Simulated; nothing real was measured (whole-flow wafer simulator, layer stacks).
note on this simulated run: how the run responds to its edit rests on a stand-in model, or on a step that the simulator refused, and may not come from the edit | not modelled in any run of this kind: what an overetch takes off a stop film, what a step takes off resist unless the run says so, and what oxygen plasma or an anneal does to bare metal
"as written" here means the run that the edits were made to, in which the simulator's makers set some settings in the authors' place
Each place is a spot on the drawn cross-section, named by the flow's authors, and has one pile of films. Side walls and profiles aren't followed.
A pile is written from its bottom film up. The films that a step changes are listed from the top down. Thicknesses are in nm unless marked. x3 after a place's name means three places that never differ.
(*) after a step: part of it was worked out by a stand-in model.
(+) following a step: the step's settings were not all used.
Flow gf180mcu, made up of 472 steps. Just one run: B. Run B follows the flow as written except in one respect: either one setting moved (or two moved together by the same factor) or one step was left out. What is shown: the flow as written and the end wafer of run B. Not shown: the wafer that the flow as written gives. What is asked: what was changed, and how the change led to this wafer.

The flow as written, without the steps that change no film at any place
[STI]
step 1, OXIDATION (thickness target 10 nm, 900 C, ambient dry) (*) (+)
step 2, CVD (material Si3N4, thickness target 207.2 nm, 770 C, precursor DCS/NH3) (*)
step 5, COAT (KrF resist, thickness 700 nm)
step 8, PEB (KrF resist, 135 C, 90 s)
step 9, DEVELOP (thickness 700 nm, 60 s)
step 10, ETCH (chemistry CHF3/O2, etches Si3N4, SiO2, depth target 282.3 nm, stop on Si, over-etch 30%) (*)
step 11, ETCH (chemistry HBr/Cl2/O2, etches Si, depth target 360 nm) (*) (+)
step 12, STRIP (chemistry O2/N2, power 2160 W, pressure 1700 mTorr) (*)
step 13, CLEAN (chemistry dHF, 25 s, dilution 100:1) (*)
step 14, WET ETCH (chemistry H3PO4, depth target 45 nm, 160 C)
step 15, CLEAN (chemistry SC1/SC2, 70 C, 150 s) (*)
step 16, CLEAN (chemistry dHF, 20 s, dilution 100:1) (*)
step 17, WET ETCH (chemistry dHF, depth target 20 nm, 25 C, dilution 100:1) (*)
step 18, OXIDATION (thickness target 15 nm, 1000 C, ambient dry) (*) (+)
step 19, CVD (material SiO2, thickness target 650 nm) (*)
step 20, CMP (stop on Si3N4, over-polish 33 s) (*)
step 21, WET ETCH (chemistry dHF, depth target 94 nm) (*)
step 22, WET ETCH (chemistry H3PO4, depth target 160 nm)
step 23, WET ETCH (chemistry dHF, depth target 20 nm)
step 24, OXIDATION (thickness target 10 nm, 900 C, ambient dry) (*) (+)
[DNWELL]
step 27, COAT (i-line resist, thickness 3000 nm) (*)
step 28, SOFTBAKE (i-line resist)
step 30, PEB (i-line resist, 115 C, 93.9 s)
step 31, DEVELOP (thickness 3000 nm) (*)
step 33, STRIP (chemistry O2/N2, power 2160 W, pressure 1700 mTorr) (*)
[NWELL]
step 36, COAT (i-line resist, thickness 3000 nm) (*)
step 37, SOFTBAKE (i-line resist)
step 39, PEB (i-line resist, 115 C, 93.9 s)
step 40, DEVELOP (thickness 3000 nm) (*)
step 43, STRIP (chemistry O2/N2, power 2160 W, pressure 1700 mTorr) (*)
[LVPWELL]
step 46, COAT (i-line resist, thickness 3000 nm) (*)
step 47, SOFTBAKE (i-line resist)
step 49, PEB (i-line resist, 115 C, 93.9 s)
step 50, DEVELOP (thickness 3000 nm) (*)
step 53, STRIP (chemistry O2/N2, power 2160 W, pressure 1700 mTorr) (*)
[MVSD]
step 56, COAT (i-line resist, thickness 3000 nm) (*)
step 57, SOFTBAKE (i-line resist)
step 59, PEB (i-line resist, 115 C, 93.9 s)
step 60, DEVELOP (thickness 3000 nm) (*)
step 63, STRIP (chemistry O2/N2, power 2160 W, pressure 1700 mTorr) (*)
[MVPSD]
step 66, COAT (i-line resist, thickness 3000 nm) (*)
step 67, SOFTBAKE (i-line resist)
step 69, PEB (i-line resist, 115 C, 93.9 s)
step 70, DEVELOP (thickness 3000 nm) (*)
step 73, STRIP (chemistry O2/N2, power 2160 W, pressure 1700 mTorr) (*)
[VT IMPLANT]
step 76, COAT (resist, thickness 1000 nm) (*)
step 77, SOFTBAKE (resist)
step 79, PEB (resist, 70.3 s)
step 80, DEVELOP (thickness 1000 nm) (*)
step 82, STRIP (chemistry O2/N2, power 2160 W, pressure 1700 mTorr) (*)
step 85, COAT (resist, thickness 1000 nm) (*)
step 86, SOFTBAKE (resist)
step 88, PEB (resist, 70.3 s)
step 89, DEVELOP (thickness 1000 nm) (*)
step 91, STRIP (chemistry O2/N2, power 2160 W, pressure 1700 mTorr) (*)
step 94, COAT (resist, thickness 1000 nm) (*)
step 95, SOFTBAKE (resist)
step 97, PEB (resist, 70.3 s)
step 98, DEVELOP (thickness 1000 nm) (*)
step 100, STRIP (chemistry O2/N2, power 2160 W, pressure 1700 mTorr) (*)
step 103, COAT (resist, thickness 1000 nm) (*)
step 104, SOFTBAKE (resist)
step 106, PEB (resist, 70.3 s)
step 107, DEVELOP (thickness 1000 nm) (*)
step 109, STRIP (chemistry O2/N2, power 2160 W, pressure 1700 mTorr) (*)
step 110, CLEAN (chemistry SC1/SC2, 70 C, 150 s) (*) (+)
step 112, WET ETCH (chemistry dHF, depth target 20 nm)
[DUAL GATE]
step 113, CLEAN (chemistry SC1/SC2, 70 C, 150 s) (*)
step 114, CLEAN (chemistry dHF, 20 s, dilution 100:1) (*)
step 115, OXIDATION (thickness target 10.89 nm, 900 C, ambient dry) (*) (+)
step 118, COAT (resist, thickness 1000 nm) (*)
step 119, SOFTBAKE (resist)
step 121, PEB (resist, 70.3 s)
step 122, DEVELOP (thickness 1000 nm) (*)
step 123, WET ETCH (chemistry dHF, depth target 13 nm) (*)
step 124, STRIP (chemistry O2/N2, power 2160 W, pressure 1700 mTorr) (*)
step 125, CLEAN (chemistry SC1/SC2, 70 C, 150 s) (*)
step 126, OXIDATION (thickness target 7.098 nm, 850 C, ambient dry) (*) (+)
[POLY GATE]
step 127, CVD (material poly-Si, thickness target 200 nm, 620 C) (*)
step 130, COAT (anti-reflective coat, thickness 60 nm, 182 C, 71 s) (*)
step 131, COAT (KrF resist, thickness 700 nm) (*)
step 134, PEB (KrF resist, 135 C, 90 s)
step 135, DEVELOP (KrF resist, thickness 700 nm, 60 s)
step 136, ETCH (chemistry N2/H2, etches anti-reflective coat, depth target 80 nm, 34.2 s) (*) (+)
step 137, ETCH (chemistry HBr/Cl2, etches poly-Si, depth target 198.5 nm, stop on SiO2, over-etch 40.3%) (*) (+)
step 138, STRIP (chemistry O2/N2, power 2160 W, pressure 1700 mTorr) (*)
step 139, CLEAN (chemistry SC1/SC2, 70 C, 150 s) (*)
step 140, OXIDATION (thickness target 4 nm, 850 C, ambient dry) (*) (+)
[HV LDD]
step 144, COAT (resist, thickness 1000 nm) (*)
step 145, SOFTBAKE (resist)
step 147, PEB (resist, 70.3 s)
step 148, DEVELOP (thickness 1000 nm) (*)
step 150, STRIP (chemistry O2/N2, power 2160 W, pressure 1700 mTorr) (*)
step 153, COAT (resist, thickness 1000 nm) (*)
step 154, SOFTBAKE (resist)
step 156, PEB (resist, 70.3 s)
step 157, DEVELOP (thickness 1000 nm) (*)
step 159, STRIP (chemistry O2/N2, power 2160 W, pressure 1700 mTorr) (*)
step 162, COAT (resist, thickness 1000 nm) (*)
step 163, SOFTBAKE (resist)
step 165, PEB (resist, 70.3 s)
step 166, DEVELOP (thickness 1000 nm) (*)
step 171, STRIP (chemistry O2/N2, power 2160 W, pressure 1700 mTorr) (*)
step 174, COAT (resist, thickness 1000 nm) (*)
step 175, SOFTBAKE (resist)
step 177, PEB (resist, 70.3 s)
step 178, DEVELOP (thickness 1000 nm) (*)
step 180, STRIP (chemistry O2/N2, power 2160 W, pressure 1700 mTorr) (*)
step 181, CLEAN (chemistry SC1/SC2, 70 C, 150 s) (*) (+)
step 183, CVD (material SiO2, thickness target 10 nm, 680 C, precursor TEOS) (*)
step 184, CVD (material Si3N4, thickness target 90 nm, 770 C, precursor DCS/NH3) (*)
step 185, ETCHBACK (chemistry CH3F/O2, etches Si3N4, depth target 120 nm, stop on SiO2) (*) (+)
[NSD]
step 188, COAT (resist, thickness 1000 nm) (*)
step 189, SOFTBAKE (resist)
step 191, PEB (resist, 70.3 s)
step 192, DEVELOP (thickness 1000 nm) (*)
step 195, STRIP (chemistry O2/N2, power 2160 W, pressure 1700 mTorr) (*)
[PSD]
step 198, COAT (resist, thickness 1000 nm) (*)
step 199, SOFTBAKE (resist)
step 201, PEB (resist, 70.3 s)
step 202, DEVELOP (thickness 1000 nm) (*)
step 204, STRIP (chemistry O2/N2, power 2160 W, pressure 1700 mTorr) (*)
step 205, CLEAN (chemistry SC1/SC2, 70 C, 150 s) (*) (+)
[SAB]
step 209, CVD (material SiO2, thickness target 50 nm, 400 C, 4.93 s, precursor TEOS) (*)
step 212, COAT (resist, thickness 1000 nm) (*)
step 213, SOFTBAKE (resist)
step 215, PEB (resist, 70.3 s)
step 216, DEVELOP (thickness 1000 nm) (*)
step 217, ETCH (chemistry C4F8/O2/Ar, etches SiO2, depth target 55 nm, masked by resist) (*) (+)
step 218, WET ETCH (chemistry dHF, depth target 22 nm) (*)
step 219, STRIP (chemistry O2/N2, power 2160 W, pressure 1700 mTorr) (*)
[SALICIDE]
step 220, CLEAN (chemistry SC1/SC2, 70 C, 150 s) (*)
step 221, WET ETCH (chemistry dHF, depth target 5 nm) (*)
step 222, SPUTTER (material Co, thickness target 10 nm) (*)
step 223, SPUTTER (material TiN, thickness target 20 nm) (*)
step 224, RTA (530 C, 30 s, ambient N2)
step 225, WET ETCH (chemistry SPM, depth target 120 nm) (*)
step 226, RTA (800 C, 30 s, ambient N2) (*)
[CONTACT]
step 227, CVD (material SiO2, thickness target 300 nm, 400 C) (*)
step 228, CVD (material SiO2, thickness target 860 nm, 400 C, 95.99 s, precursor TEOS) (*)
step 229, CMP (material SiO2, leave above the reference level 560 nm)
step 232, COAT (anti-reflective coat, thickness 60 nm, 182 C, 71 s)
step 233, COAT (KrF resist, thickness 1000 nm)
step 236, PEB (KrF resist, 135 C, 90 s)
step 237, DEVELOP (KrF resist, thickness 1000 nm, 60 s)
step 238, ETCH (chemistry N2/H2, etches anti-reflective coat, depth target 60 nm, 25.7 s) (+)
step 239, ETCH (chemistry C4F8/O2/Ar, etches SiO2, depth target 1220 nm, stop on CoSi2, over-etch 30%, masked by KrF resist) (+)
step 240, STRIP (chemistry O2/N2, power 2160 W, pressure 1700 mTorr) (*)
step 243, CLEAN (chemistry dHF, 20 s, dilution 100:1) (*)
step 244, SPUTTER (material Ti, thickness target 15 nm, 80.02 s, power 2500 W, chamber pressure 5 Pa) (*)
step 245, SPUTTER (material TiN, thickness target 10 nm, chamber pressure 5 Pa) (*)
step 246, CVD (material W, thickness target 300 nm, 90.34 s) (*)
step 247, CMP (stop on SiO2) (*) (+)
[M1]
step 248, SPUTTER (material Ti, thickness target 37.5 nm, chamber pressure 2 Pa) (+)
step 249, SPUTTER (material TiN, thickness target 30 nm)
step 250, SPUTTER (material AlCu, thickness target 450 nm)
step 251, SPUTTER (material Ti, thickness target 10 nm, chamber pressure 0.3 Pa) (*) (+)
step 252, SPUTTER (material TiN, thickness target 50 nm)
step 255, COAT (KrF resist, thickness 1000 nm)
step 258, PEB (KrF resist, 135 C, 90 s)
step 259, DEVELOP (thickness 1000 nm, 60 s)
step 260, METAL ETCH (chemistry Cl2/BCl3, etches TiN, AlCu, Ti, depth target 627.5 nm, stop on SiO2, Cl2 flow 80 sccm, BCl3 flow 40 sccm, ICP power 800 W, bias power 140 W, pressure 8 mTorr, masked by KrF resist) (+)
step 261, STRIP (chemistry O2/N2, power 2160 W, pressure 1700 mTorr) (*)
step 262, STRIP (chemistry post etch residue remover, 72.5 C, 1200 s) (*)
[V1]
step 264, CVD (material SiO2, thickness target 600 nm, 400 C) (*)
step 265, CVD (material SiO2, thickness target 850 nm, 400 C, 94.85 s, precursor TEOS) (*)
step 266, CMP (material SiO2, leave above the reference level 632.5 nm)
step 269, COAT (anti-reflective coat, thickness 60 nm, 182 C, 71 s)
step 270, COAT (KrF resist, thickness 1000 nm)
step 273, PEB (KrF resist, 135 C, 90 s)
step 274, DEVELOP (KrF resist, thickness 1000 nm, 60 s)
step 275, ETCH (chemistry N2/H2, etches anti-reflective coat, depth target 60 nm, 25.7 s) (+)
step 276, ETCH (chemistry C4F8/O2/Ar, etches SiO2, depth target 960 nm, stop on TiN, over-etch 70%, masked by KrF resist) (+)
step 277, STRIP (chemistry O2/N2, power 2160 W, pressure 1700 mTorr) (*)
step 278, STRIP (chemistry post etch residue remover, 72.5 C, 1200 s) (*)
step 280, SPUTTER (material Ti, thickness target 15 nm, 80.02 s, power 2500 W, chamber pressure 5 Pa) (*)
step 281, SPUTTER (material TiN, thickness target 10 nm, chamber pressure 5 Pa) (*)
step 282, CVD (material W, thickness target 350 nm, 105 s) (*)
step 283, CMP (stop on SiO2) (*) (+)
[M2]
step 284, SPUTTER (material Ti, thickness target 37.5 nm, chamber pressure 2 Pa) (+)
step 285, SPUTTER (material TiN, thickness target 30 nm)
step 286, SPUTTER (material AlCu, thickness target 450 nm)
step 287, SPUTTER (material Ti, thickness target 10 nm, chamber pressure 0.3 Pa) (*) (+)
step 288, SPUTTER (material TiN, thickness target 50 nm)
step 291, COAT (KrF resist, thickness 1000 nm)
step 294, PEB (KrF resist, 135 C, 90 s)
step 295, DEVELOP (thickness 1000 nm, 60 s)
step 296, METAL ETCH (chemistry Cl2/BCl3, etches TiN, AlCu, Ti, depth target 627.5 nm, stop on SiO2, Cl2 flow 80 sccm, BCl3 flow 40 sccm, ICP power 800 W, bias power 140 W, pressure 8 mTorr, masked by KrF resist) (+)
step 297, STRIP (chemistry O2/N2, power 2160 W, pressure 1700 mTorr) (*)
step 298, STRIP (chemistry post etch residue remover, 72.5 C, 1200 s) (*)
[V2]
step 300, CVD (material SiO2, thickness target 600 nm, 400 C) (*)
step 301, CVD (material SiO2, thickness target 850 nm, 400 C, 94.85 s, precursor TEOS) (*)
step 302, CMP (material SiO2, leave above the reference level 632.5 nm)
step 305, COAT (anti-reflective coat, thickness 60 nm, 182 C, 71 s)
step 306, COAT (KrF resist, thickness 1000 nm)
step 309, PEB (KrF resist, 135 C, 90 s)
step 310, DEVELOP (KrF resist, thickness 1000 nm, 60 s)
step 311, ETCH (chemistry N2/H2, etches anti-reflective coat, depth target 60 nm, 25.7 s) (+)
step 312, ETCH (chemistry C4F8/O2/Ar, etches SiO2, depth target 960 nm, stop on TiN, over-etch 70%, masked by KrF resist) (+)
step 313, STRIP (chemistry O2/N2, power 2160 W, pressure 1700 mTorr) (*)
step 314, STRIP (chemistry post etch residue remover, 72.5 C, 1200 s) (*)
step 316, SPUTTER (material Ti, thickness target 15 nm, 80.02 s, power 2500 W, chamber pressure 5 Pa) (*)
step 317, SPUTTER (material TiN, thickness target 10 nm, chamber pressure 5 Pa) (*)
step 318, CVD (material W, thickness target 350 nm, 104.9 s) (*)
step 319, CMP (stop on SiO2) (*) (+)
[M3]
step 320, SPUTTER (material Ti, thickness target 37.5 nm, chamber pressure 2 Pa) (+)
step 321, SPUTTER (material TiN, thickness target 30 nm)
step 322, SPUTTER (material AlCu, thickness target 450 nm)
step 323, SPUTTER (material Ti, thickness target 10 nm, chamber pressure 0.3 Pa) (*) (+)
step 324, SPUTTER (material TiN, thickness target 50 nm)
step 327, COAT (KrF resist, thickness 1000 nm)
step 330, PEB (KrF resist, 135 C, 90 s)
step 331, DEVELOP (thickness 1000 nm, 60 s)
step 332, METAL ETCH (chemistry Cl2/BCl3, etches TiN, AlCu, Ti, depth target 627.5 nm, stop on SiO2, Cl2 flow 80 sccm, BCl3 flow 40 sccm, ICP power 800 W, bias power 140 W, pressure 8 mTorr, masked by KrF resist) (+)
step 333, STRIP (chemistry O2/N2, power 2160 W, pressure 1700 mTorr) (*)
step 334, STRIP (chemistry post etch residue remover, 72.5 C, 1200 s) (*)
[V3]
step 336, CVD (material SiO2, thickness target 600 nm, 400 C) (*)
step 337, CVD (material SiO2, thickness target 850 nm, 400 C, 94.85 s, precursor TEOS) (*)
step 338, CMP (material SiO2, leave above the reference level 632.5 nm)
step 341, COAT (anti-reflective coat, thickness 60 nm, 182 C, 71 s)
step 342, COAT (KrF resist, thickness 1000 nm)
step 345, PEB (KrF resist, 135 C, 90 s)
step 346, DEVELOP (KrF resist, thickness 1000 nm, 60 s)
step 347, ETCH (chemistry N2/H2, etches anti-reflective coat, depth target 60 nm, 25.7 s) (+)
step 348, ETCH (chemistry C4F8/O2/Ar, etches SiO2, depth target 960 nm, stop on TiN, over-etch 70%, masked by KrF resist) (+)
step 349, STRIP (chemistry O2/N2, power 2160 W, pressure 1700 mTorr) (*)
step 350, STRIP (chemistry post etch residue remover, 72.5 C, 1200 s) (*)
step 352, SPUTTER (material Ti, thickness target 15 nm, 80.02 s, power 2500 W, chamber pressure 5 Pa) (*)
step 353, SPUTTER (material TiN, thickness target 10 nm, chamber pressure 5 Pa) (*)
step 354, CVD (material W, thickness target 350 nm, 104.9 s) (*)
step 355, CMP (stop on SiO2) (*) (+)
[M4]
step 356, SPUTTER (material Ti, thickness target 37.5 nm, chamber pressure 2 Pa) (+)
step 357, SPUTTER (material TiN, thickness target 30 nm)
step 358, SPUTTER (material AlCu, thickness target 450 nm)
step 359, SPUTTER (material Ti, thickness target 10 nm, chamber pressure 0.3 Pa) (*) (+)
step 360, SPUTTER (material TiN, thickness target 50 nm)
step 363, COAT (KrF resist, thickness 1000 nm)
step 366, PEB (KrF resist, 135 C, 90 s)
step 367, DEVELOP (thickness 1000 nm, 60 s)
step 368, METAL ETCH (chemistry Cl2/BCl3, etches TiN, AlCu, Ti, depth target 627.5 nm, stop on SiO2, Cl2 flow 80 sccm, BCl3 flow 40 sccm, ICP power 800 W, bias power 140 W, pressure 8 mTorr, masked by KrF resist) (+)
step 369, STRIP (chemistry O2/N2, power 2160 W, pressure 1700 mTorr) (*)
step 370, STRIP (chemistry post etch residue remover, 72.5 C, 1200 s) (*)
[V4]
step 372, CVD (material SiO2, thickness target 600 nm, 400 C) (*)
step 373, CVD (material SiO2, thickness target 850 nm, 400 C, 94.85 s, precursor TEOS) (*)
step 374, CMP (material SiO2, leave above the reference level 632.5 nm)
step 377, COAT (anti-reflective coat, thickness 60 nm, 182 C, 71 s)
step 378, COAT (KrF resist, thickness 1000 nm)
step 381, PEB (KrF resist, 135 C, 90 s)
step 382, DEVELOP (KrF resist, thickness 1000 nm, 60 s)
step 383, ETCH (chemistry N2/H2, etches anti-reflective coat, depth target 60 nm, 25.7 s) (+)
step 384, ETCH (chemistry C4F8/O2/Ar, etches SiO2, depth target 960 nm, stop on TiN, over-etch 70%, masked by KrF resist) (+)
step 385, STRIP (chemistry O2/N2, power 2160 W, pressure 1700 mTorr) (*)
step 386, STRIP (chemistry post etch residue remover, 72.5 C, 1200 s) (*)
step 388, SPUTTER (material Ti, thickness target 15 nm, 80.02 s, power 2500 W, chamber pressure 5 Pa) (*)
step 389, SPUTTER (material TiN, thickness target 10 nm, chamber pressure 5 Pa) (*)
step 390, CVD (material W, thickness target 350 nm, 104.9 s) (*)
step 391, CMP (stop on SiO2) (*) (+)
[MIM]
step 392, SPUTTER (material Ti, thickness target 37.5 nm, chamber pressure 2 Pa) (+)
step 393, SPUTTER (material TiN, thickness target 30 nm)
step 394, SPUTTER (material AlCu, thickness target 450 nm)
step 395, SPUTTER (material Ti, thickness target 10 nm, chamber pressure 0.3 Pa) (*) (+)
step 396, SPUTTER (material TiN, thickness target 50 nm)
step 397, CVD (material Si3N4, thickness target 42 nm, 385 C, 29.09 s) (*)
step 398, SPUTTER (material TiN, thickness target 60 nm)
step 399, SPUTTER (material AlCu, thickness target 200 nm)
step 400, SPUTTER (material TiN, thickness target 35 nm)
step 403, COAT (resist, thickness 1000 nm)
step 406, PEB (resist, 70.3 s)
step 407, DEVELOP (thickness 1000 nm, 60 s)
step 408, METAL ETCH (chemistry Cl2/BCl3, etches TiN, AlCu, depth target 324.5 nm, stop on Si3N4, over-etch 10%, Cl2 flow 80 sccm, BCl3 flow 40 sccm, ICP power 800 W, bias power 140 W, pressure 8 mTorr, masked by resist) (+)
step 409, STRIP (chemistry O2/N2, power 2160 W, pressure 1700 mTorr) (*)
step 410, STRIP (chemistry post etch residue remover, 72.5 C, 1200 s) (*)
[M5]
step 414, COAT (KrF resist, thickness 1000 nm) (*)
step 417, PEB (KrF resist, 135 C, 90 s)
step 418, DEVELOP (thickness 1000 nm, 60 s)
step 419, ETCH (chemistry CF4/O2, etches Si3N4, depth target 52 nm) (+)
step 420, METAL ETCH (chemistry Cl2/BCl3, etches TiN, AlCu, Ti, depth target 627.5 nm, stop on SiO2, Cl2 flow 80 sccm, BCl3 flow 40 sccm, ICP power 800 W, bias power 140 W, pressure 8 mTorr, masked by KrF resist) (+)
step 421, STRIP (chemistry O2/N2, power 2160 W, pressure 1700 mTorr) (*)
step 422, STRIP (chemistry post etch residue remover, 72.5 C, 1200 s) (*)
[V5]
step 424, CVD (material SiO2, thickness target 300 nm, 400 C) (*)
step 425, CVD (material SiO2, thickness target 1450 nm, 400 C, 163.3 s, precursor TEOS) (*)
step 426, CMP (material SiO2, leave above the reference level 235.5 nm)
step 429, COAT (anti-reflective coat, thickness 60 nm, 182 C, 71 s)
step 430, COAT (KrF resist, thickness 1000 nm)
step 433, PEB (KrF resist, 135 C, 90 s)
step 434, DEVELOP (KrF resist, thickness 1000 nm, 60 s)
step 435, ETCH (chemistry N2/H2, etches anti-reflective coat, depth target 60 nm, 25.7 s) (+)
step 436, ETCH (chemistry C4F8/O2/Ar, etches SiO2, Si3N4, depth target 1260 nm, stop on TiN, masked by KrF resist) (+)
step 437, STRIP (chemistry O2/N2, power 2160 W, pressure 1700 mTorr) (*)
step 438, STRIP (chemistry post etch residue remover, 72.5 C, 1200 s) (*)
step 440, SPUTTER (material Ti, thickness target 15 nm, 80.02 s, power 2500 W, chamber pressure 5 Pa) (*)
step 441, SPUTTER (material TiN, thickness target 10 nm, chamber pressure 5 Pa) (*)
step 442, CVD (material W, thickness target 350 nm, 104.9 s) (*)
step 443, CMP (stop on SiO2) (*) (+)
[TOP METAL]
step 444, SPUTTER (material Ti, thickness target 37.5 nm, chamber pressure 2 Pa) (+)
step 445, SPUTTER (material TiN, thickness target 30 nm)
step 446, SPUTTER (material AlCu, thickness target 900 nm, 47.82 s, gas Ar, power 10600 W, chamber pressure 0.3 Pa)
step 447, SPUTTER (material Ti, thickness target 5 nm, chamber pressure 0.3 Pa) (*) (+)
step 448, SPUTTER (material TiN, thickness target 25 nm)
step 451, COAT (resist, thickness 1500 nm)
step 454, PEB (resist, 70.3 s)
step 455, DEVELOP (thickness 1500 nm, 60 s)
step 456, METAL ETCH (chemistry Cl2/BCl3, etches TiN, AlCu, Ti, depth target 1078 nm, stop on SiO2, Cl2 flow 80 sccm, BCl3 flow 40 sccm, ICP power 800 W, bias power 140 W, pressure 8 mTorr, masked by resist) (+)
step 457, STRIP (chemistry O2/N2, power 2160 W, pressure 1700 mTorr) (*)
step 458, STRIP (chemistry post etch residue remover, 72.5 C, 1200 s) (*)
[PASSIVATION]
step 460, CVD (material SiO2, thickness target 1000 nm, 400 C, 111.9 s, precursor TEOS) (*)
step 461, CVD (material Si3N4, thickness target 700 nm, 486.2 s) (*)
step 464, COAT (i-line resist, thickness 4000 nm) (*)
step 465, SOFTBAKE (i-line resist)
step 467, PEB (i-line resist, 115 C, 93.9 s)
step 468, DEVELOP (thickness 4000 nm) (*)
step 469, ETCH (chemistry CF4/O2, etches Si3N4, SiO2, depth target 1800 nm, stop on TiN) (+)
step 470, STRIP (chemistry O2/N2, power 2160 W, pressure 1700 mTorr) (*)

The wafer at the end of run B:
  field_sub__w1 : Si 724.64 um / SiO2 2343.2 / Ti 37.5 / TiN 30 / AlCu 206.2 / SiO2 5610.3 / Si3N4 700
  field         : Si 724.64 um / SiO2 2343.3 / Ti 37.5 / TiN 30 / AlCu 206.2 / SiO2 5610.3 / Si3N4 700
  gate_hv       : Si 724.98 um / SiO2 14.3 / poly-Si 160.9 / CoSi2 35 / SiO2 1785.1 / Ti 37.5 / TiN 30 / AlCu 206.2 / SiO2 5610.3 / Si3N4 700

Cause: step 296, METAL ETCH: depth target 298.1 nm was run, though the flow has depth target 627.5 nm.

Step by step, how the change led to this:
  step 296, METAL ETCH (chemistry Cl2/BCl3, etches TiN, AlCu, Ti, depth target 627.5 nm, stop on SiO2, Cl2 flow 80 sccm, BCl3 flow 40 sccm, ICP power 800 W, bias power 140 W, pressure 8 mTorr, masked by KrF resist) (+)
      field, field__w1, field__w2 and 103 more: -50 TiN (all of it), -10 Ti (all of it), -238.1 AlCu (in the flow as written it would be: -50 TiN (all of it), -10 Ti (all of it), -450 AlCu (all of it), -30 TiN (all of it), -37.5 Ti (all of it))
      field__w8, contact, m1, m1__w1, m1_nw: -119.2 KrF resist (in the flow as written it would be: -251 KrF resist)
  step 297, STRIP (chemistry O2/N2, power 2160 W, pressure 1700 mTorr) (*)
      field__w8, contact, m1, m1__w1, m1_nw: -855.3 KrF resist (all of it) (in the flow as written it would be: -723.5 KrF resist (all of it))
  step 298, STRIP (chemistry post etch residue remover, 72.5 C, 1200 s) (*)
      field, field__w1, field__w2 and 103 more: -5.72 AlCu (in the flow as written it would be: nothing)
  step 300, CVD (material SiO2, thickness target 600 nm, 400 C) (*)
      field, field__w1, field__w2 and 103 more: +600 SiO2 (new film) (in the flow as written it would be: +600 SiO2)
  step 302, CMP (material SiO2, leave above the reference level 632.5 nm)
      field, field__w1, field__w2 and 103 more: -573.7 SiO2 (in the flow as written it would be: -300 SiO2)
If metal films that touch count as one body, field_sub__w1 has 1 body; the flow as written gives 0 bodies.
If metal films that touch count as one body, field has 1 body; the flow as written gives 0 bodies.
If metal films that touch count as one body, gate_hv has 2 bodies (between them, from the top down: SiO2 1785.1); the flow as written gives 1 body.
